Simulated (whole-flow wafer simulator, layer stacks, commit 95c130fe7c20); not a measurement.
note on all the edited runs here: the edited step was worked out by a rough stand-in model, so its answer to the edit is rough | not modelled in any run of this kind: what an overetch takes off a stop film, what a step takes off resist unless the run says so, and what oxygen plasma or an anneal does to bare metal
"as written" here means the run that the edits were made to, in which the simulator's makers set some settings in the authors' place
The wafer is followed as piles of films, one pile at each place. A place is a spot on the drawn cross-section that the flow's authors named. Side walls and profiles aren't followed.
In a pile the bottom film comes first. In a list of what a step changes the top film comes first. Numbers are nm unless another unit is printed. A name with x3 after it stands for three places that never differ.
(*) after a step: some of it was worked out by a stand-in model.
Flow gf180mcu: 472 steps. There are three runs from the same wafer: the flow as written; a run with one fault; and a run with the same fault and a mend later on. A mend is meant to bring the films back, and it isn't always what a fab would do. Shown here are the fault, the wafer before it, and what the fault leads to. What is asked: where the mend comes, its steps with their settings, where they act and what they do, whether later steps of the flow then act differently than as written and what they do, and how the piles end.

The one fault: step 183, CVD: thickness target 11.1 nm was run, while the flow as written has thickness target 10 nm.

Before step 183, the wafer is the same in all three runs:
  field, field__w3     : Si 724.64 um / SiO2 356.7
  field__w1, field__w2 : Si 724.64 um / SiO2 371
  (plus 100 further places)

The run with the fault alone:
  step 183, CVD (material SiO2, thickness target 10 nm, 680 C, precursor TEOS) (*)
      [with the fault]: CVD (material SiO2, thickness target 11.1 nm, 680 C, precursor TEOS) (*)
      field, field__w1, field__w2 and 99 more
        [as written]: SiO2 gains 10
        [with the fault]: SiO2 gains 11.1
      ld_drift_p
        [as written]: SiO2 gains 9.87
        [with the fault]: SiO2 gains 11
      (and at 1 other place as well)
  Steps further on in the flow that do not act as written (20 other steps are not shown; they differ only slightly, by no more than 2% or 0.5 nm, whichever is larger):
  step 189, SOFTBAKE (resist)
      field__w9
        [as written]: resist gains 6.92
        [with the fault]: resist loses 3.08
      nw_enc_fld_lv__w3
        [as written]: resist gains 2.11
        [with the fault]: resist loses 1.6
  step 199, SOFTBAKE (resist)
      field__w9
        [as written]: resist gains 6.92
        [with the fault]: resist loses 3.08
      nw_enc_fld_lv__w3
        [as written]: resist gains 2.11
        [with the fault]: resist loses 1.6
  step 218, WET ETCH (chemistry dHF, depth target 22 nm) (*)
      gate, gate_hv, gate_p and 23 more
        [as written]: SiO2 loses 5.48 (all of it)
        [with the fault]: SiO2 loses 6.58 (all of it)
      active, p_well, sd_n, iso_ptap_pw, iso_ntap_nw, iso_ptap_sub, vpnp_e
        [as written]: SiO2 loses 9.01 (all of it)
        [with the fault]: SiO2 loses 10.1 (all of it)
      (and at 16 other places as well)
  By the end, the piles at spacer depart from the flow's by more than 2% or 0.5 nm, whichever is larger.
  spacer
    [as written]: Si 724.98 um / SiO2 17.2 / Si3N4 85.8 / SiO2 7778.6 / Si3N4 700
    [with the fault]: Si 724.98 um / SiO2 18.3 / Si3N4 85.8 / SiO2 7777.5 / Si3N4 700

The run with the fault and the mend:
  The mend stands after step 183.
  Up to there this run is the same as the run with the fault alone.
  step 183a, WET ETCH (chemistry dHF, depth target 1.1 nm, 25 C, dilution 100:1) (the flow's step 17 again, with other settings)
      field, field__w1, field__w2 and 101 more
        SiO2 loses 1.1
  None of the later steps of the flow differs from how it acts as written, at any place that is followed, by more than 2% or 0.5 nm, whichever is larger.
  By the end, the piles equal the flow's at every place that both follow.
